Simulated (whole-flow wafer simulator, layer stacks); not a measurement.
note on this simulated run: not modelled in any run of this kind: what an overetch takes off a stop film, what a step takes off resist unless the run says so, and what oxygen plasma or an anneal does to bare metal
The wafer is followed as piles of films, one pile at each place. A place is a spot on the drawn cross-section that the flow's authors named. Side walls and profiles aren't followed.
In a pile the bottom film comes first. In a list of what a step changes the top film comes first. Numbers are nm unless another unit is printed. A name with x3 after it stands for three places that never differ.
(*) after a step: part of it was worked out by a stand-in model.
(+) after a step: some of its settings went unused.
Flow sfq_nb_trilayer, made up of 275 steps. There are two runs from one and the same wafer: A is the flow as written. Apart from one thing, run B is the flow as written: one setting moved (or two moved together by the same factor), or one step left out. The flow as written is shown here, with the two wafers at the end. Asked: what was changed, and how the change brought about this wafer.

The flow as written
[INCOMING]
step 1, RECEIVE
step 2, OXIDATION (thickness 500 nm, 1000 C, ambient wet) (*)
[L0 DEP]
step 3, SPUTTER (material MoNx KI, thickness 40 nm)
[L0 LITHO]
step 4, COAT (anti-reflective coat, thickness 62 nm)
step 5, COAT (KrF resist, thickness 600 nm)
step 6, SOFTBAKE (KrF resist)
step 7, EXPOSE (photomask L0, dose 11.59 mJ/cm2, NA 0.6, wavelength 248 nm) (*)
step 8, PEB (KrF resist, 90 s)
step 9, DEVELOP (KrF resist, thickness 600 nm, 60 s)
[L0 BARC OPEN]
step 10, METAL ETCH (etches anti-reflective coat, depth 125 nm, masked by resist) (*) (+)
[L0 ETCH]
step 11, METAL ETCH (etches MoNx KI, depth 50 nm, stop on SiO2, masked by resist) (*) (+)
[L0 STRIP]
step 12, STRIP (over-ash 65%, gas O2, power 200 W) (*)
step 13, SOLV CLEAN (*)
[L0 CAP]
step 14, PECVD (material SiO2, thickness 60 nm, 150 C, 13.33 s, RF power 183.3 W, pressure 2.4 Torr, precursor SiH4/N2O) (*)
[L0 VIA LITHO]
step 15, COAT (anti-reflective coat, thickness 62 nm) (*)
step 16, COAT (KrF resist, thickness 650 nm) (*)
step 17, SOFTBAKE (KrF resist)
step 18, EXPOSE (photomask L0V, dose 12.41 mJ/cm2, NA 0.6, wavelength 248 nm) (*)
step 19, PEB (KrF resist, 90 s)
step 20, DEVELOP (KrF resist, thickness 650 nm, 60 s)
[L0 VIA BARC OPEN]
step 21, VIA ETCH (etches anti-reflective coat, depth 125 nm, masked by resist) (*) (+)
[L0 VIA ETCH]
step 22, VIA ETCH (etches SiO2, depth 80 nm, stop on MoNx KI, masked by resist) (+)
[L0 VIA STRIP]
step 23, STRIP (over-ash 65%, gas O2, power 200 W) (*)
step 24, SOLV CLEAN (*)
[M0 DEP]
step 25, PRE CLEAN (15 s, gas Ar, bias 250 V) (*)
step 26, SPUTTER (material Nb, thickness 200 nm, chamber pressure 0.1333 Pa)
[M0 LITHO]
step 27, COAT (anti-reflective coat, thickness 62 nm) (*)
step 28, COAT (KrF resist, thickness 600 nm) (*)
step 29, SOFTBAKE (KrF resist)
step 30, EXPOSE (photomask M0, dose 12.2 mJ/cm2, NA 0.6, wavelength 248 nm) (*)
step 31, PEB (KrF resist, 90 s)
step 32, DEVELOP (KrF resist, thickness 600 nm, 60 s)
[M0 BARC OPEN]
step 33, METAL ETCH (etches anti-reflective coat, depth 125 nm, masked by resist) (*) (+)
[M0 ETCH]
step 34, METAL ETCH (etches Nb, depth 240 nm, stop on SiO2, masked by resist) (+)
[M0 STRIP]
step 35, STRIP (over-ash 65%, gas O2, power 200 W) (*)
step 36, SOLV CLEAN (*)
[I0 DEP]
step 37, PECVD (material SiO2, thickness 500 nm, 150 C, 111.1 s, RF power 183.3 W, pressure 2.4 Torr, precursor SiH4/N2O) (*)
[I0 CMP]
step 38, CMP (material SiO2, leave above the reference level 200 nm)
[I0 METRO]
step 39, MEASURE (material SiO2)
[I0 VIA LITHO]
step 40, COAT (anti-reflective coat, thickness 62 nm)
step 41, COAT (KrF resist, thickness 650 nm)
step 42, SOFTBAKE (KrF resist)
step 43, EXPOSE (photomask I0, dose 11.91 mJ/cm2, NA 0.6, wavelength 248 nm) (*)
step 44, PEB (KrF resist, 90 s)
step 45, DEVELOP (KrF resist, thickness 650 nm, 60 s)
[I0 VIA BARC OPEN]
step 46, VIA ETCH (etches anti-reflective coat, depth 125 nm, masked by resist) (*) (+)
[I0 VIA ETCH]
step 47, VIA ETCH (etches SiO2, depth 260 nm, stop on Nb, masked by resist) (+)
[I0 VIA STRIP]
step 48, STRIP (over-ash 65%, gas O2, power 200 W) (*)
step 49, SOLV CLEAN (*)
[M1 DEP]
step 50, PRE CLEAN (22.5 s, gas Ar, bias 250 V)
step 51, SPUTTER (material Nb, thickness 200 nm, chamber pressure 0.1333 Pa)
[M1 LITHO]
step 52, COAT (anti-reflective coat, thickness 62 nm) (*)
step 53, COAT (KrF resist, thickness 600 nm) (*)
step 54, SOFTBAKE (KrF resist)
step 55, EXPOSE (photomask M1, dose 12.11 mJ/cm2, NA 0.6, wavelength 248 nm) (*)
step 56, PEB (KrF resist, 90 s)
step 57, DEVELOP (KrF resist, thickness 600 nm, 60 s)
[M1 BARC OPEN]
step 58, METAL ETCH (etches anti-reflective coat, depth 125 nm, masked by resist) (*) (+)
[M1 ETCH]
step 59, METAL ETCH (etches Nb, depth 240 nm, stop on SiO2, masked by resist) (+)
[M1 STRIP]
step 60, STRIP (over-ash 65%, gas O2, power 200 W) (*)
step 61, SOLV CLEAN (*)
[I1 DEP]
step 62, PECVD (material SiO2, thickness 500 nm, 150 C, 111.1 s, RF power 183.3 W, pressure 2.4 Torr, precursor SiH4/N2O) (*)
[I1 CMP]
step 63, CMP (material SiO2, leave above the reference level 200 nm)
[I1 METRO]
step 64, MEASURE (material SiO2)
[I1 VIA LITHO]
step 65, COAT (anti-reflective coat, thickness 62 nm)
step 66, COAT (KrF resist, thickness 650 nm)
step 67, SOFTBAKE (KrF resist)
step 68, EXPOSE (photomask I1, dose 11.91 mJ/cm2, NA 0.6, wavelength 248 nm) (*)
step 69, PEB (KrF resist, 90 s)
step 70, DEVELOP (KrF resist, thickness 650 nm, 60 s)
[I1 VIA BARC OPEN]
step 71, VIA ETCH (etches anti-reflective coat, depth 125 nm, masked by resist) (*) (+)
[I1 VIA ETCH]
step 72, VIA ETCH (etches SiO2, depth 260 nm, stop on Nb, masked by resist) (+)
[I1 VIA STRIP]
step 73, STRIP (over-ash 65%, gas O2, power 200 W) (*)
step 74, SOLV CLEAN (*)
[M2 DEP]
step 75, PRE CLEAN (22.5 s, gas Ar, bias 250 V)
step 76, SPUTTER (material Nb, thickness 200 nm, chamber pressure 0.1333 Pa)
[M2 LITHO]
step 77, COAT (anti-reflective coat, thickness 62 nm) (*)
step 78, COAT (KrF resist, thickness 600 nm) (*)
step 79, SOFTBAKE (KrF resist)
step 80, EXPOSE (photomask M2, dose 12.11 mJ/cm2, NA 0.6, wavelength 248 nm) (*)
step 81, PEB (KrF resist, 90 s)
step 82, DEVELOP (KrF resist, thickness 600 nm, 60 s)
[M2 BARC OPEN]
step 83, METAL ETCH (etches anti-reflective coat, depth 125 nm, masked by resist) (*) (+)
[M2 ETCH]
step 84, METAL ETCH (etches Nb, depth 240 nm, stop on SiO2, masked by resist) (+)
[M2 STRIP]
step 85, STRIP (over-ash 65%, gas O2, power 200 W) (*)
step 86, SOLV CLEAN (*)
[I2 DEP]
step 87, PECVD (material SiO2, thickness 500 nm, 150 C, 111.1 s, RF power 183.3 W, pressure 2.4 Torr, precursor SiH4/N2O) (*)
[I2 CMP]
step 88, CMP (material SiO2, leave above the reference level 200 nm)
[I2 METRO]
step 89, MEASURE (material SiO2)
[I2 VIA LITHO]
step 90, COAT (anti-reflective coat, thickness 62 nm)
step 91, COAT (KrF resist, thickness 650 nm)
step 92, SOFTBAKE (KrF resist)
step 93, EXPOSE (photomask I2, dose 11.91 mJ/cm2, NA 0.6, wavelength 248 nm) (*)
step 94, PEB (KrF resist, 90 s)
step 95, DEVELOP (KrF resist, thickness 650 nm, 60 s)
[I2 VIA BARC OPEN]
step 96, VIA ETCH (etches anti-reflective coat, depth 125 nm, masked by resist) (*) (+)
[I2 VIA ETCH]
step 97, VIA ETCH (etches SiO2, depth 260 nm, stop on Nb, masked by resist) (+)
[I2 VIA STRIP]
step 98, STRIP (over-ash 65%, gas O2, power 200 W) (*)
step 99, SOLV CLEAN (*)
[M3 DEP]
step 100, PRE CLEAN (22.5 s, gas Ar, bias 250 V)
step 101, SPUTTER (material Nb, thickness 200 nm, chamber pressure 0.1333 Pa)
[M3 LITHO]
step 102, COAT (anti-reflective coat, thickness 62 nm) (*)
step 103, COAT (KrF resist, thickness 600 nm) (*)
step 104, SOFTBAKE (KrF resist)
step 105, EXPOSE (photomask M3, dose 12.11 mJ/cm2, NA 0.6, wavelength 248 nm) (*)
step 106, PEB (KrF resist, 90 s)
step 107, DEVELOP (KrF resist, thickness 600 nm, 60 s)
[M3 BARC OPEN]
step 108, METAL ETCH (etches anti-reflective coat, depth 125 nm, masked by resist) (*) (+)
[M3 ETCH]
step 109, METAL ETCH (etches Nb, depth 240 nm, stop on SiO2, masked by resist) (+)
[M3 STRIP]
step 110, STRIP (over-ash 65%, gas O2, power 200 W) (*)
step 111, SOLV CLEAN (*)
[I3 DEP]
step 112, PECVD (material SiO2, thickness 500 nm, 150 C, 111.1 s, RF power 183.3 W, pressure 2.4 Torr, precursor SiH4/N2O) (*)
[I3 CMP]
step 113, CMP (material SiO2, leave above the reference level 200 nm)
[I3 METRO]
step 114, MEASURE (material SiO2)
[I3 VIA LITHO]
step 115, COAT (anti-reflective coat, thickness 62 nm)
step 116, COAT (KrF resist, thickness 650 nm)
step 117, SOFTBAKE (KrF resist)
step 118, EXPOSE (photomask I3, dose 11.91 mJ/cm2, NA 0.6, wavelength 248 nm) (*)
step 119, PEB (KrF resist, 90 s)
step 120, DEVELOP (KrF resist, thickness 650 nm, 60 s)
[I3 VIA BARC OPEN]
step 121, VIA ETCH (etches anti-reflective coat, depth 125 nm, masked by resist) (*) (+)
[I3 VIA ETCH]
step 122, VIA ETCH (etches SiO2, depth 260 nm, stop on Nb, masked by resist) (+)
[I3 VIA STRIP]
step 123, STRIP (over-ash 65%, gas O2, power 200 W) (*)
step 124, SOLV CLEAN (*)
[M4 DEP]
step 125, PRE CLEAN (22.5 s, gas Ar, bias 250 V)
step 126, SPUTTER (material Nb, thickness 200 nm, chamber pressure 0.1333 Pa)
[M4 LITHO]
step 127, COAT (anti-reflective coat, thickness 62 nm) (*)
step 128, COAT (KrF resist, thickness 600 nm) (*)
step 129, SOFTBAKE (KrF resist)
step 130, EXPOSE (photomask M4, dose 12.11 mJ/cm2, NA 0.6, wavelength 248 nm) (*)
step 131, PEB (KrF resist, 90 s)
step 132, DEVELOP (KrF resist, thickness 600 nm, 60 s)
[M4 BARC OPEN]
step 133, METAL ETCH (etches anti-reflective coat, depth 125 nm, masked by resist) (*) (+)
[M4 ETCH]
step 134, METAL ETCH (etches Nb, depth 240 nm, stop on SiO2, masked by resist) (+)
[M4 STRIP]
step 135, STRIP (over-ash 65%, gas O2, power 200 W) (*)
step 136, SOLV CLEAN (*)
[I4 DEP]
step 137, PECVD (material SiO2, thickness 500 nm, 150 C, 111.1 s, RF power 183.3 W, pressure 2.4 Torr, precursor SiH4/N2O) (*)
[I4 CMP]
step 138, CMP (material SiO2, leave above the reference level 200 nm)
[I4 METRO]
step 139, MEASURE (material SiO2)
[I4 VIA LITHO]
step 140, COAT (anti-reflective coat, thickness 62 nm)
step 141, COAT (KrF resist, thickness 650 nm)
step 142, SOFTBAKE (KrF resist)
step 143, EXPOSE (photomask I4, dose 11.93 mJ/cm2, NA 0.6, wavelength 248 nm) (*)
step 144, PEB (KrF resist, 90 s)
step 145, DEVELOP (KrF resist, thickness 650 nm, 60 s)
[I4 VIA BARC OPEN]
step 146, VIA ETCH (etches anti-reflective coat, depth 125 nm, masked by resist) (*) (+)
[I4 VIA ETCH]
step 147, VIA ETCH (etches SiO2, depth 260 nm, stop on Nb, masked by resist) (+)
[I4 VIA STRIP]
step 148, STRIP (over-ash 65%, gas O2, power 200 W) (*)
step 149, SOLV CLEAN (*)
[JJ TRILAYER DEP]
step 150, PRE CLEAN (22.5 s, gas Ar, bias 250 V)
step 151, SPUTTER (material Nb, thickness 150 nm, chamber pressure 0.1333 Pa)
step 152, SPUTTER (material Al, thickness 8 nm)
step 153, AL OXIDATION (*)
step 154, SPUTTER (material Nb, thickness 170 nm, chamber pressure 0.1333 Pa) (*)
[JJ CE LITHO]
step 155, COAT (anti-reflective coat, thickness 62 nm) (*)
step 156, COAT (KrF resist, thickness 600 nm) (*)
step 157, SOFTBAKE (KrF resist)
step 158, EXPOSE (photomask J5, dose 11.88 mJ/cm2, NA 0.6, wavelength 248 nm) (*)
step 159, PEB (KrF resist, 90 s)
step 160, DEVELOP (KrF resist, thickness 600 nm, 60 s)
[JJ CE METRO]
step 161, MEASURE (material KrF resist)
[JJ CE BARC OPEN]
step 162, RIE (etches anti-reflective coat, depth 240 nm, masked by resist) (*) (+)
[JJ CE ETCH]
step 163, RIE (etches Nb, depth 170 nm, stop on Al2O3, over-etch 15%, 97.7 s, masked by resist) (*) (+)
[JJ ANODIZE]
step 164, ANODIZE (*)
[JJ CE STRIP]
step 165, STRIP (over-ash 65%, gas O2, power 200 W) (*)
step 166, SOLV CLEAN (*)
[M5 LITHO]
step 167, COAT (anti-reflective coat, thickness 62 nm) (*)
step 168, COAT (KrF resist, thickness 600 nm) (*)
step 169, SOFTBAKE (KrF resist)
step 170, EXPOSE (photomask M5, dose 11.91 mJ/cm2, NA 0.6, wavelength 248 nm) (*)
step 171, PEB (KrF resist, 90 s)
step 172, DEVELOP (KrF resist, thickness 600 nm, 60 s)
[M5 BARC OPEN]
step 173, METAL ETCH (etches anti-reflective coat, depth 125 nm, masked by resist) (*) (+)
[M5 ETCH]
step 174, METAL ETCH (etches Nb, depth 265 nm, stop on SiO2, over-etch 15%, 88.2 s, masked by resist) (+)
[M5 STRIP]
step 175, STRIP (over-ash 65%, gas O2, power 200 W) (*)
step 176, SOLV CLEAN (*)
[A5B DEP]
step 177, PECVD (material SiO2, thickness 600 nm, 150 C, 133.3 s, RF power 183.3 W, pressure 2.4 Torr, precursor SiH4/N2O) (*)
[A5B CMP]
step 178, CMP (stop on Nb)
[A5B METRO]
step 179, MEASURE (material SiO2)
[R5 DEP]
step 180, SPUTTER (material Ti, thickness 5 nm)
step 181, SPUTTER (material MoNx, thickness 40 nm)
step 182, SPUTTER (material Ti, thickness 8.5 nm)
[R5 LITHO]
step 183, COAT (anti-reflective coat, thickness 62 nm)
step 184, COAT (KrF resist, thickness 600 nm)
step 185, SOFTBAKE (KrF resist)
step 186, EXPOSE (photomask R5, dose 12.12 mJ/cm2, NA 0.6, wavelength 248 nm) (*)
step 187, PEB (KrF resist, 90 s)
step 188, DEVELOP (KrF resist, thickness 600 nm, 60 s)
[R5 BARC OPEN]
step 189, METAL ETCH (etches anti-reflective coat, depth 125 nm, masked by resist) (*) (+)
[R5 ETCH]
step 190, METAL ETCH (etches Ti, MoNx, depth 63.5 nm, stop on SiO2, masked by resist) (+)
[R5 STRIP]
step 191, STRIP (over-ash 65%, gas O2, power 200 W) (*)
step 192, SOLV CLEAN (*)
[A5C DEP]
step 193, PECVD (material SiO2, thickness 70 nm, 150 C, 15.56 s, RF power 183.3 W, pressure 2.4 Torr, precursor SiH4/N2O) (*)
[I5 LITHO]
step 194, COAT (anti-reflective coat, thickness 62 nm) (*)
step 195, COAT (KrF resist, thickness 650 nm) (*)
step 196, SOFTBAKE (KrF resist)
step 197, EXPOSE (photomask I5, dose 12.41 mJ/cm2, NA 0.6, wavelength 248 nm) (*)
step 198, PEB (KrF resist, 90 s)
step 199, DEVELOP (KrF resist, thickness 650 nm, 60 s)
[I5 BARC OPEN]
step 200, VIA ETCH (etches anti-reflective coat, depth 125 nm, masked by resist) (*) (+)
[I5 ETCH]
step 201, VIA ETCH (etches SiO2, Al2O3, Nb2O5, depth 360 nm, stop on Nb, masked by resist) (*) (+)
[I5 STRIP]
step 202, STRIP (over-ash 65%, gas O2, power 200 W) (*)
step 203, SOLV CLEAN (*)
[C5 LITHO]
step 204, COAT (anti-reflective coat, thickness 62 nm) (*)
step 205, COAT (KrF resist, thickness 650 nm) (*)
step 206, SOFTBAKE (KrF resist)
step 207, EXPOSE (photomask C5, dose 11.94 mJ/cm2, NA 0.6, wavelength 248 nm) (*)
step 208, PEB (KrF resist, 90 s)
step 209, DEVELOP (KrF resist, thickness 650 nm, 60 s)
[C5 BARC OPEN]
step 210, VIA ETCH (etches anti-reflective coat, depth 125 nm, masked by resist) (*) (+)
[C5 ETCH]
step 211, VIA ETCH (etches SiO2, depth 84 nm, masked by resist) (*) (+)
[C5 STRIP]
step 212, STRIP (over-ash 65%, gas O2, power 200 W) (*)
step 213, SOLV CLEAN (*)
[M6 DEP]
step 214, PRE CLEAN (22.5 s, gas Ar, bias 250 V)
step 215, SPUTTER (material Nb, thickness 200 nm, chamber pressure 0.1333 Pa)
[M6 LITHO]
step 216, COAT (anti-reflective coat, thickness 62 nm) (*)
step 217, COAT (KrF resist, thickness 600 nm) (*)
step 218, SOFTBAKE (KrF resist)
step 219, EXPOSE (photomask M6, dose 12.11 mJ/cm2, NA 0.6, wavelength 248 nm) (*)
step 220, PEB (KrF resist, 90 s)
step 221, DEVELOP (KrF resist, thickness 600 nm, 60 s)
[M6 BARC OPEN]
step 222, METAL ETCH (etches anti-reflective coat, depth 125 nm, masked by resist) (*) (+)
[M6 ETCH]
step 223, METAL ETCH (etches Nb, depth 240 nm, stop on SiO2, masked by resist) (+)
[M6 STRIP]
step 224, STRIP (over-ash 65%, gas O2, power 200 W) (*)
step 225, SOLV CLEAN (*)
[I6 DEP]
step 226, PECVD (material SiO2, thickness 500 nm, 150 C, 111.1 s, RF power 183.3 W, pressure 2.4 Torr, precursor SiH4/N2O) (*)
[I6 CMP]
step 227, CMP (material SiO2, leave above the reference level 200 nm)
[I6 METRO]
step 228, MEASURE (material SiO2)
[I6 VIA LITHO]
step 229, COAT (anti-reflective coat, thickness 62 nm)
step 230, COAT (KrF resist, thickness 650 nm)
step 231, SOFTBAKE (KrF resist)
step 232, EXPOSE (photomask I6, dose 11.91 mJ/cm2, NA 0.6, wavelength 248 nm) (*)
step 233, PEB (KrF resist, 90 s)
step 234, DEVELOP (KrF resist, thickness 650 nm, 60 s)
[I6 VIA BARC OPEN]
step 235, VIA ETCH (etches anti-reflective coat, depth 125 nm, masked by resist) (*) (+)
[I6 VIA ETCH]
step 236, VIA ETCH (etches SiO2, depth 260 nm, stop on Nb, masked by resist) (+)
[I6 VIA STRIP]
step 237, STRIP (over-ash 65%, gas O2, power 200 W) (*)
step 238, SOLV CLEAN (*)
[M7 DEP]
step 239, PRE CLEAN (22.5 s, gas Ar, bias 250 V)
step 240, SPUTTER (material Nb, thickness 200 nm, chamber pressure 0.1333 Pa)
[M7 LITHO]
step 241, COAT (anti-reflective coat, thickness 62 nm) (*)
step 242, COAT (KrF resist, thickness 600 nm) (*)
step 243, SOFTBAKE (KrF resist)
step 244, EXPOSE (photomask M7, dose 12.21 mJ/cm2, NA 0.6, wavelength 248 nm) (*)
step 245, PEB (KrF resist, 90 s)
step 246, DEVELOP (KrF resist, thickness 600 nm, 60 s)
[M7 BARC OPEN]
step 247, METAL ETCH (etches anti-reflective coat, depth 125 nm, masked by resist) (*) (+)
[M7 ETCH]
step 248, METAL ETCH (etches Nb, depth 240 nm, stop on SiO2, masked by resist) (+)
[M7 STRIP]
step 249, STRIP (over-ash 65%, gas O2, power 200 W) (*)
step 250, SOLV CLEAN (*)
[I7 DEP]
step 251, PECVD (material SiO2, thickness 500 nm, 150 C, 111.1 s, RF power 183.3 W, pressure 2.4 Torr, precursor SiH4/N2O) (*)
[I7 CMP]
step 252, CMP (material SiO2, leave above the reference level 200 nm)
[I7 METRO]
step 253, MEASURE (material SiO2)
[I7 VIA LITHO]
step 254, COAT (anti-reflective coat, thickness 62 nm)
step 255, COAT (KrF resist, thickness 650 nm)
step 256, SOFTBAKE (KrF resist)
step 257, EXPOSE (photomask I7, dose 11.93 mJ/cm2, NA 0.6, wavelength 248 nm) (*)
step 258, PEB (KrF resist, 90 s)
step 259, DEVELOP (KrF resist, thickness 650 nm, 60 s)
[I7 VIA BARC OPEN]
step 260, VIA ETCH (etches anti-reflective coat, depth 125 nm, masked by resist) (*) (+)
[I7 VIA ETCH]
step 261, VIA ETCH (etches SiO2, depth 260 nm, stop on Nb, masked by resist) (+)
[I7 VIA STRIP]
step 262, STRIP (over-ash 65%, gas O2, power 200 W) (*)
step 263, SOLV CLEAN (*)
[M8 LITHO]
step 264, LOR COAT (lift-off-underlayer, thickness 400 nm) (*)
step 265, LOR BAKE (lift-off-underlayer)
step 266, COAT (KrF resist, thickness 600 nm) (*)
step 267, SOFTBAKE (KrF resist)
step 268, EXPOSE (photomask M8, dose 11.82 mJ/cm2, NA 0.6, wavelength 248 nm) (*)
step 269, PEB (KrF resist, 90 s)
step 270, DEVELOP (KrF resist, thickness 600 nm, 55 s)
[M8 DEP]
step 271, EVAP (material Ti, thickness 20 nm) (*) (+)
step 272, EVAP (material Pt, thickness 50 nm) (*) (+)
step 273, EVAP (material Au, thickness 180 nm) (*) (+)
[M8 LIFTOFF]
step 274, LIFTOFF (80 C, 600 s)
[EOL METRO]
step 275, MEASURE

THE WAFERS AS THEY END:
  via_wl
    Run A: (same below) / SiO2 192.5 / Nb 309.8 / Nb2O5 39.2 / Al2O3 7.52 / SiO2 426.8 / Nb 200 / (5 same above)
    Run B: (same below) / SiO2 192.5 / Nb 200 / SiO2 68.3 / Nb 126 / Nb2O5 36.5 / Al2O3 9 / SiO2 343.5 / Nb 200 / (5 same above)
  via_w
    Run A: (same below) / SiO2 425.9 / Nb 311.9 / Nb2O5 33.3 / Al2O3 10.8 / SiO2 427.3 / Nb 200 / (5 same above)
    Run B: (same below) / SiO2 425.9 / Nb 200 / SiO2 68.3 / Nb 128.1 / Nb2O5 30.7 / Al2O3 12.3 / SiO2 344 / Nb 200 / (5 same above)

The reason: step 147, VIA ETCH: depth 124 nm was run, though the flow has depth 260 nm.

The path from the change to this, step by step:
  step 147, VIA ETCH (etches SiO2, depth 260 nm, stop on Nb, masked by resist) (+)
      via_wl, via_w, via_wr: A -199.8 SiO2 (all of it) | B -124 SiO2
      field_l, v_sur, via_sp and 100 more: A -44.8 KrF resist | B -21.4 KrF resist
  step 148, STRIP (over-ash 65%, gas O2, power 200 W) (*)
      field_l, v_sur, via_sp and 100 more: A -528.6 KrF resist (all of it), -62 anti-reflective coat (all of it) | B -552.1 KrF resist (all of it), -62 anti-reflective coat (all of it)
  step 150, PRE CLEAN (22.5 s, gas Ar, bias 250 V)
      via_wl, via_w, via_wr: A -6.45 Nb | B -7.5 SiO2
  step 151, SPUTTER (material Nb, thickness 150 nm, chamber pressure 0.1333 Pa)
      via_wl, via_w, via_wr: A +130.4 Nb | B +139.1 Nb (new film)
  step 152, SPUTTER (material Al, thickness 8 nm)
      via_wl, via_wr: A +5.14 Al (new film) | B +6.03 Al (new film)
      via_w: A +7.12 Al (new film) | B +7.79 Al (new film)
  step 154, SPUTTER (material Nb, thickness 170 nm, chamber pressure 0.1333 Pa) (*)
      via_wl, via_wr: A +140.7 Nb (new film) | B +123.7 Nb (new film)
      via_w: A +141 Nb (new film) | B +165.9 Nb (new film)
  step 155, COAT (anti-reflective coat, thickness 62 nm) (*)
      via_wl, via_wr: A +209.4 anti-reflective coat (new film) | B +185.5 anti-reflective coat (new film)
      v_sur: A +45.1 anti-reflective coat (new film) | B +48.8 anti-reflective coat (new film)
      (also at 2 further places)
  step 156, COAT (KrF resist, thickness 600 nm) (*)
      via_wl: A +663 KrF resist (new film) | B +637.4 KrF resist (new film)
      via_w: A +763.8 KrF resist (new film) | B +683.1 KrF resist (new film)
      (also at 1 further place)
  step 160, DEVELOP (KrF resist, thickness 600 nm, 60 s)
      via_wl: A -661.6 KrF resist (all of it) | B -636 KrF resist (all of it)
      via_w: A -762.1 KrF resist (all of it) | B -681.7 KrF resist (all of it)
      (also at 1 further place)
  step 162, RIE (etches anti-reflective coat, depth 240 nm, masked by resist) (*) (+)
      ce_l, c5j, ce_r, wl_jj: A -209.4 KrF resist | B -185.5 KrF resist
      via_wl, via_wr: A -209.4 anti-reflective coat (all of it) | B -185.5 anti-reflective coat (all of it)
      (also at 3 further places)
  step 163, RIE (etches Nb, depth 170 nm, stop on Al2O3, over-etch 15%, 97.7 s, masked by resist) (*) (+)
      via_w: A -141 Nb (all of it), -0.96 Al2O3 (all of it) | B -165.9 Nb (all of it), -0.59 Al2O3
      via_wl, via_wr: A -140.7 Nb (all of it), -0.96 Al2O3 (all of it) | B -123.7 Nb (all of it), -0.96 Al2O3 (all of it)
  step 164, ANODIZE (*)
      via_w: A +10.8 Al2O3 (new film), +33.3 Nb2O5 (new film), -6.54 Al (all of it), -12 Nb | B +11.9 Al2O3, +30.7 Nb2O5 (new film), -7.21 Al (all of it), -11 Nb
      via_wl, via_wr: A +7.52 Al2O3 (new film), +39.2 Nb2O5 (new film), -4.56 Al (all of it), -14.1 Nb | B +9 Al2O3 (new film), +36.5 Nb2O5 (new film), -5.45 Al (all of it), -13.1 Nb
  step 165, STRIP (over-ash 65%, gas O2, power 200 W) (*)
      c5j, ce_r: A -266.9 KrF resist (all of it), -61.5 anti-reflective coat (all of it) | B -291.3 KrF resist (all of it), -61.7 anti-reflective coat (all of it)
      ce_l: A -266.8 KrF resist (all of it), -61.4 anti-reflective coat (all of it) | B -291.2 KrF resist (all of it), -61.7 anti-reflective coat (all of it)
      (also at 1 further place)
  step 167, COAT (anti-reflective coat, thickness 62 nm) (*)
      via_wl: A +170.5 anti-reflective coat (new film) | B +114.6 anti-reflective coat (new film)
      via_w: A +84.1 anti-reflective coat (new film) | B +74.6 anti-reflective coat (new film)
      (also at 2 further places)
  step 168, COAT (KrF resist, thickness 600 nm) (*)
      v_sur: A +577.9 KrF resist (new film) | B +590.5 KrF resist (new film)
      via_w: A +732.6 KrF resist (new film) | B +681.2 KrF resist (new film)
  step 175, STRIP (over-ash 65%, gas O2, power 200 W) (*)
      v_sur: A -349.2 KrF resist (all of it), -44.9 anti-reflective coat (all of it) | B -361.7 KrF resist (all of it), -45.4 anti-reflective coat (all of it)
      via_wl: A -427 KrF resist (all of it), -170.5 anti-reflective coat (all of it) | B -417.9 KrF resist (all of it), -114.6 anti-reflective coat (all of it)
      (also at 3 further places)
  step 178, CMP (stop on Nb)
      via_wl, via_wr: A -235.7 SiO2 | B -319 SiO2
      via_w: A -235.2 SiO2 | B -318.5 SiO2
If metal films that touch count as one body, via_wl has 8 bodies (between them, from the top down: SiO2 192.5; SiO2 343.5 / Al2O3 9 / Nb2O5 36.5; SiO2 68.3; SiO2 192.5; SiO2 192.5; SiO2 192.5; SiO2 192.5); the flow as written gives 7 bodies (between them, from the top down: SiO2 192.5; SiO2 426.8 / Al2O3 7.52 / Nb2O5 39.2; SiO2 192.5; SiO2 192.5; SiO2 192.5; SiO2 192.5).
If metal films that touch count as one body, via_w has 6 bodies (between them, from the top down: SiO2 192.5; SiO2 344 / Al2O3 12.3 / Nb2O5 30.7; SiO2 68.3; SiO2 425.9; SiO2 416.9); the flow as written gives 5 bodies (between them, from the top down: SiO2 192.5; SiO2 427.3 / Al2O3 10.8 / Nb2O5 33.3; SiO2 425.9; SiO2 416.9).
